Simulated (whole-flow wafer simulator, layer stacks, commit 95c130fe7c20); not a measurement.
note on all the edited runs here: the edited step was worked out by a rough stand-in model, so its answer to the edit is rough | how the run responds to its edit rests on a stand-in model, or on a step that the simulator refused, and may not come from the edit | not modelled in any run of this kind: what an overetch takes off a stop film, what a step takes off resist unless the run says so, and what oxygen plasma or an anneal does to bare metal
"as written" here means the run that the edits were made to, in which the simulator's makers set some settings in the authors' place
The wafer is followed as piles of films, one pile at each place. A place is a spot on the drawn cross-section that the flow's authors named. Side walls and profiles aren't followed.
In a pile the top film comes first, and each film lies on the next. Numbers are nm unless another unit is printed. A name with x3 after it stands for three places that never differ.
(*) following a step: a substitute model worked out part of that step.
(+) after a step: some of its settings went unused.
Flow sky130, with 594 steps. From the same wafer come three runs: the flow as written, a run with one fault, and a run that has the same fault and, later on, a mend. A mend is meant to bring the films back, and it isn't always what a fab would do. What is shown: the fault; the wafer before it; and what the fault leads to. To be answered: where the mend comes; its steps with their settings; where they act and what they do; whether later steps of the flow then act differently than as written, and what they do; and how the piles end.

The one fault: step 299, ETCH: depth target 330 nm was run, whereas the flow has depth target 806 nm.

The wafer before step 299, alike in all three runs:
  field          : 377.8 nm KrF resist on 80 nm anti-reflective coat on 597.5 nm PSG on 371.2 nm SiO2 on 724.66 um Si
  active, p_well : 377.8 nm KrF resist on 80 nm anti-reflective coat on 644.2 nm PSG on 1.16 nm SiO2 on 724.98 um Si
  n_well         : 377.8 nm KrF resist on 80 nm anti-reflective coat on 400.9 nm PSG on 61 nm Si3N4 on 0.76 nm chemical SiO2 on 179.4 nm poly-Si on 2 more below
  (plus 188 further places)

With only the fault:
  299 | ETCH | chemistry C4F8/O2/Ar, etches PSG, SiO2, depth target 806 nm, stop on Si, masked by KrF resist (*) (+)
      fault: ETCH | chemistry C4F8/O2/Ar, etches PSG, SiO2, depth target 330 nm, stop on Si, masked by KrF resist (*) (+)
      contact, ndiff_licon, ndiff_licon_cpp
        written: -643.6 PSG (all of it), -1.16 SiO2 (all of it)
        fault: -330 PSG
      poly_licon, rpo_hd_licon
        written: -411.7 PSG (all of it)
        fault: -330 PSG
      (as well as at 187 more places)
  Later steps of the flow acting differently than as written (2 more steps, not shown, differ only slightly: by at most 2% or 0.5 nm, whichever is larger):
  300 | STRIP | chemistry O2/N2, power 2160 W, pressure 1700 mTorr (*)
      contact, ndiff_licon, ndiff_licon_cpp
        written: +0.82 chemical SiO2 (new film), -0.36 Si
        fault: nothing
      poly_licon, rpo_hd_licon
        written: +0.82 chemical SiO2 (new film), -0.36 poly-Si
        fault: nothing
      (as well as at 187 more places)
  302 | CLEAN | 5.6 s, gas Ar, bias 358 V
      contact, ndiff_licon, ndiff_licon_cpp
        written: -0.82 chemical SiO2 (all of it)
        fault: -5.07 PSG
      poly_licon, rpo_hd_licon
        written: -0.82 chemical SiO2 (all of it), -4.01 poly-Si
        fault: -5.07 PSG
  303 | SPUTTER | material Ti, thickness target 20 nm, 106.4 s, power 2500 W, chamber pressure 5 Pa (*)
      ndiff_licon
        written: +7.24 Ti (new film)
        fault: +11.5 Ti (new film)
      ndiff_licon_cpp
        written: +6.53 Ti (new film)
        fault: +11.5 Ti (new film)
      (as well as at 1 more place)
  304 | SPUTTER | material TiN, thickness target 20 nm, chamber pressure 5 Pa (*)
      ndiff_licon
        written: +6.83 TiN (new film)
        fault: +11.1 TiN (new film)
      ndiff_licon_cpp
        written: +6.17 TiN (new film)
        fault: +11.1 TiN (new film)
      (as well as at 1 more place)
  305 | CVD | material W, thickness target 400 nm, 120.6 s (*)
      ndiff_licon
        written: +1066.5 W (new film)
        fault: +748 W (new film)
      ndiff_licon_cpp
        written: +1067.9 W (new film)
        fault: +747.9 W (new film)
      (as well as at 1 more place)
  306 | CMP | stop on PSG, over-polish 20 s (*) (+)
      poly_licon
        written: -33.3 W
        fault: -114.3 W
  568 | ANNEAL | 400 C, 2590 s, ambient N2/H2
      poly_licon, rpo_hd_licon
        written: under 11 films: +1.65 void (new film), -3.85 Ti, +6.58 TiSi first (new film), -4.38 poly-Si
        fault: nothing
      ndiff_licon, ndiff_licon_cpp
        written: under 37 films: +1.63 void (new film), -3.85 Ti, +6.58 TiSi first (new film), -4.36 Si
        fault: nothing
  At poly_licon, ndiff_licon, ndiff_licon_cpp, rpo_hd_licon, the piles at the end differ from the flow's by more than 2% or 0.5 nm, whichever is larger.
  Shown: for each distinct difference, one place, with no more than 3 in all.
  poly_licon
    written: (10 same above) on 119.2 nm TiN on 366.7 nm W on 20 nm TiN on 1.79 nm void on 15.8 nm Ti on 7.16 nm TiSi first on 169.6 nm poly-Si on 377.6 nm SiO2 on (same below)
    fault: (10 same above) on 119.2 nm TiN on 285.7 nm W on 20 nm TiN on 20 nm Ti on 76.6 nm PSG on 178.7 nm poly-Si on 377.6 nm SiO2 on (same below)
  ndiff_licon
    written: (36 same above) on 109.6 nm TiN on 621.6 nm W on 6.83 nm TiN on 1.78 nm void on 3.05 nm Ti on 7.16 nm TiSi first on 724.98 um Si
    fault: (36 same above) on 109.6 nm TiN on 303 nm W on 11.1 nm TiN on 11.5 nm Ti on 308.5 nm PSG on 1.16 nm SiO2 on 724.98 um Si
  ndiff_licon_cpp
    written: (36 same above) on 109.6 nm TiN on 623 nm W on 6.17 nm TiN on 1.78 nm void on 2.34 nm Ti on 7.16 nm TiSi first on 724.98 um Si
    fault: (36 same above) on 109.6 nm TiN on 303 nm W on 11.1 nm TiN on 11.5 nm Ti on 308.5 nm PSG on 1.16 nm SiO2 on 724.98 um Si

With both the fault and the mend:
  The mend stands after step 299.
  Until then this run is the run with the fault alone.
  299a | ETCH | chemistry C4F8/O2/Ar, etches PSG, SiO2, depth target 476 nm, stop on Si, masked by KrF resist (*) (+) (a further turn of the flow's step 299, with different settings)
      field, active, n_well and 184 more
        -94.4 KrF resist
      contact, ndiff_licon, ndiff_licon_cpp
        -313.6 PSG (all of it), -1.16 SiO2 (all of it)
      poly_licon, rpo_hd_licon
        -81.7 PSG (all of it)
  Later steps of the flow that are run all act as written at every place that is followed, up to a difference of at most 2% or 0.5 nm, whichever is larger.
  The piles end only slightly different from the flow's at the places that both follow, by no more than 2% or 0.5 nm, whichever is larger.
